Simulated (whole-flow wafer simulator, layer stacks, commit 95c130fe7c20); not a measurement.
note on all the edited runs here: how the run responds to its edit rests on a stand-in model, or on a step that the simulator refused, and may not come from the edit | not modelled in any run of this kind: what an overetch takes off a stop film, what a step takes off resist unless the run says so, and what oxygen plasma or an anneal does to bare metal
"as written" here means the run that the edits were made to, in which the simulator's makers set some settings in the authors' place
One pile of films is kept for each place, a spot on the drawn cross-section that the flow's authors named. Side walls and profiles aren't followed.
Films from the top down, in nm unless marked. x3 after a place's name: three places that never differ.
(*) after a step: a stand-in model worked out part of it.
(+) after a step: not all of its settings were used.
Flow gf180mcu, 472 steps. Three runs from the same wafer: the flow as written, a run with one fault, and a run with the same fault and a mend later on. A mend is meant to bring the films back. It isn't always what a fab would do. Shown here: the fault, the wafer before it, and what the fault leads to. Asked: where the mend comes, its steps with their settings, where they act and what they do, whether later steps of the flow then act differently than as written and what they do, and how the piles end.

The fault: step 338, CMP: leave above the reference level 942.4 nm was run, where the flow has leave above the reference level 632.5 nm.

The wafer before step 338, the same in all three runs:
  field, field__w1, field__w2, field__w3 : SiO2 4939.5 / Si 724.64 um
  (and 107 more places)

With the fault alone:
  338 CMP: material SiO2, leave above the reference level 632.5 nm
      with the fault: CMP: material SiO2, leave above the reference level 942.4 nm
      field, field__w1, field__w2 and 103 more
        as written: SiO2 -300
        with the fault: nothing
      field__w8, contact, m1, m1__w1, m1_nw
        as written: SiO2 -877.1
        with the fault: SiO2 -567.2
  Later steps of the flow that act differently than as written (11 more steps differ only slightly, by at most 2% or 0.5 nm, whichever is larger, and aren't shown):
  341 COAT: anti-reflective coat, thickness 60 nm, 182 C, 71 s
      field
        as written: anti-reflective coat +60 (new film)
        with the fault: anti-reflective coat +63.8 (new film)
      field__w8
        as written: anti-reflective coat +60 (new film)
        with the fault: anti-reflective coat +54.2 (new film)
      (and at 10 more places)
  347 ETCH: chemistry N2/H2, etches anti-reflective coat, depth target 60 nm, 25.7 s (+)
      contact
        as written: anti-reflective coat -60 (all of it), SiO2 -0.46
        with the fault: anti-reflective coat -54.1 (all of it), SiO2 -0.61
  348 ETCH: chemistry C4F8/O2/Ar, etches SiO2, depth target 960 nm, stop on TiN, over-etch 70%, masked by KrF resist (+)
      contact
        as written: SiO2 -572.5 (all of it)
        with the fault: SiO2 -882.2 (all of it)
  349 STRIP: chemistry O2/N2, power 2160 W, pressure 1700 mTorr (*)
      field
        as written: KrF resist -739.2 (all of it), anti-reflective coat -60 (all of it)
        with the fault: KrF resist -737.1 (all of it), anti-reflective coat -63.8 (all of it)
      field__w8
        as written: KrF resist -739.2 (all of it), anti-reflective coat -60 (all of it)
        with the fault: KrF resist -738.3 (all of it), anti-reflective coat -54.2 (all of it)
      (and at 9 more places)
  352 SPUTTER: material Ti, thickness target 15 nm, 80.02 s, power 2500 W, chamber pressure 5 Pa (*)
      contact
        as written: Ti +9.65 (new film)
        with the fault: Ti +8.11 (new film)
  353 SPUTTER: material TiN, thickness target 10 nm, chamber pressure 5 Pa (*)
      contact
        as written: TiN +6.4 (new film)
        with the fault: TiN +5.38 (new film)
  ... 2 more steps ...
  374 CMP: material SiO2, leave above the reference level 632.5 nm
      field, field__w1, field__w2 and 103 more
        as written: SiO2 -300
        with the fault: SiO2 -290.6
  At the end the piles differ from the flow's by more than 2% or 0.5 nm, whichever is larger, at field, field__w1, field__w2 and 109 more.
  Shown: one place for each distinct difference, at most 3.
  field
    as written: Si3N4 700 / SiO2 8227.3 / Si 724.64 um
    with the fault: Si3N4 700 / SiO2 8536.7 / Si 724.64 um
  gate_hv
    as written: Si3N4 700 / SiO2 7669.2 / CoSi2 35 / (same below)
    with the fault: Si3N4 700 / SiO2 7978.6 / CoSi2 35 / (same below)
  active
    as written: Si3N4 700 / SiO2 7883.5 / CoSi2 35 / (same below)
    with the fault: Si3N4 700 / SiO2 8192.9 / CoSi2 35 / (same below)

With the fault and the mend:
  The mend comes after step 346.
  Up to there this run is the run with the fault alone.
  346a STRIP: chemistry O2/N2, power 2160 W, pressure 1700 mTorr (*)
      field__w2, field__w3, field__w6 and 35 more
        KrF resist -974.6 (all of it), anti-reflective coat -60 (all of it)
      iso_ptap_pw, iso_ntap_nw, iso_nw_fld and 33 more
        KrF resist -974.5 (all of it), anti-reflective coat -60 (all of it)
      p_well, sti, spacer, sd_n, mim_1p0, pad, dice_street
        KrF resist -974.5 (all of it), anti-reflective coat -60.1 (all of it)
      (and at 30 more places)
  346b CMP: material SiO2, leave above the reference level 632.5 nm (the flow's step 338 once more)
      field, field__w1, field__w2 and 103 more
        SiO2 -300
      field__w8, contact, m1, m1__w1, m1_nw
        SiO2 -309.9
  346c HMDS: 120 C, 60 s (the flow's step 340 once more)
      changes no film at any place that is followed
  346d COAT: anti-reflective coat, thickness 60 nm, 182 C, 71 s (the flow's step 341 once more)
      field, field__w1, field__w2 and 108 more
        anti-reflective coat +60 (new film)
  346e COAT: KrF resist, thickness 1000 nm (the flow's step 342 once more)
      field, field__w1, field__w2 and 108 more
        KrF resist +1000 (new film)
  346f SOFTBAKE: KrF resist (the flow's step 343 once more)
      changes no film at any place that is followed
  346g EXPOSE: photomask Via3 (the flow's step 344 once more)
      changes no film at any place that is followed
  346h PEB: KrF resist, 135 C, 90 s (the flow's step 345 once more)
      field, field__w1, field__w2 and 108 more
        KrF resist -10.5
  346i DEVELOP: KrF resist, thickness 1000 nm, 60 s (the flow's step 346 once more)
      field, field__w1, field__w2 and 107 more
        KrF resist -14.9
      contact
        KrF resist -989.5 (all of it)
  No later step of the flow acts differently than as written at any place that is followed.
  At the end the piles are the same as the flow's at every place that both follow.
